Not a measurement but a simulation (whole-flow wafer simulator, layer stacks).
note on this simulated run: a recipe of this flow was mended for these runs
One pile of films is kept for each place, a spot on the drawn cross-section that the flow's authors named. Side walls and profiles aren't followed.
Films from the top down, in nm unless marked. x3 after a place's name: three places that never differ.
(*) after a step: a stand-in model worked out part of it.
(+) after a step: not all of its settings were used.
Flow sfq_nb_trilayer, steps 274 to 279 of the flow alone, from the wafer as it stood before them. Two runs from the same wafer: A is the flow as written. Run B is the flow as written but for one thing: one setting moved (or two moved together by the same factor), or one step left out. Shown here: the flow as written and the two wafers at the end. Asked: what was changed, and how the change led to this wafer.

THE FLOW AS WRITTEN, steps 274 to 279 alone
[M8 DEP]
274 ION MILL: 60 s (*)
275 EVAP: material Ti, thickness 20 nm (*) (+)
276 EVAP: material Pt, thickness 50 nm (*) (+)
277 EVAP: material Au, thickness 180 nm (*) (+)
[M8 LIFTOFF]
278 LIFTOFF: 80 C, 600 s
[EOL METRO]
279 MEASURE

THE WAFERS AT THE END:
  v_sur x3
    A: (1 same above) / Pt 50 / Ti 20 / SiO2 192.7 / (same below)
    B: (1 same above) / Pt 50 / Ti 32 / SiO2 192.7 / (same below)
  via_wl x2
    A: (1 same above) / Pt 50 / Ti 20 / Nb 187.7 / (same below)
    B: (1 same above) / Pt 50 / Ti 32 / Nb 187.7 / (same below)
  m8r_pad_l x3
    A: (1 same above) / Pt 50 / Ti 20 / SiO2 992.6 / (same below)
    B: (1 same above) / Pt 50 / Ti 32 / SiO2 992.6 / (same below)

The cause: step 275, EVAP: thickness 32 nm was run, where the flow has thickness 20 nm.
It can be read off the wafer: v_sur x3 has Ti 32, and step 275 as written asks for 20 nm.

How the change led to this, step by step:
  275 EVAP: material Ti, thickness 20 nm (*) (+)
      field_l, v_sur x3, via_wl x2 and 100 more: A Ti +20 (new film) | B Ti +32 (new film)
  278 LIFTOFF: 80 C, 600 s
      p4_fl x5, p4_w1 x9, p3_s0 x11 and 49 more: A Au -180 (all of it), Pt -50 (all of it), Ti -20 (all of it), KrF-resist-other-grade -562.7 (all of it), lift-off-underlayer -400 (all of it) | B Au -180 (all of it), Pt -50 (all of it), Ti -32 (all of it), KrF-resist-other-grade -562.7 (all of it), lift-off-underlayer -400 (all of it)
      r_sur, res, r_end: A Au -180 (all of it), Pt -50 (all of it), Ti -20 (all of it), KrF-resist-other-grade -559.9 (all of it), lift-off-underlayer -399.5 (all of it) | B Au -180 (all of it), Pt -50 (all of it), Ti -32 (all of it), KrF-resist-other-grade -559.9 (all of it), lift-off-underlayer -399.5 (all of it)
      (and at 18 more places)
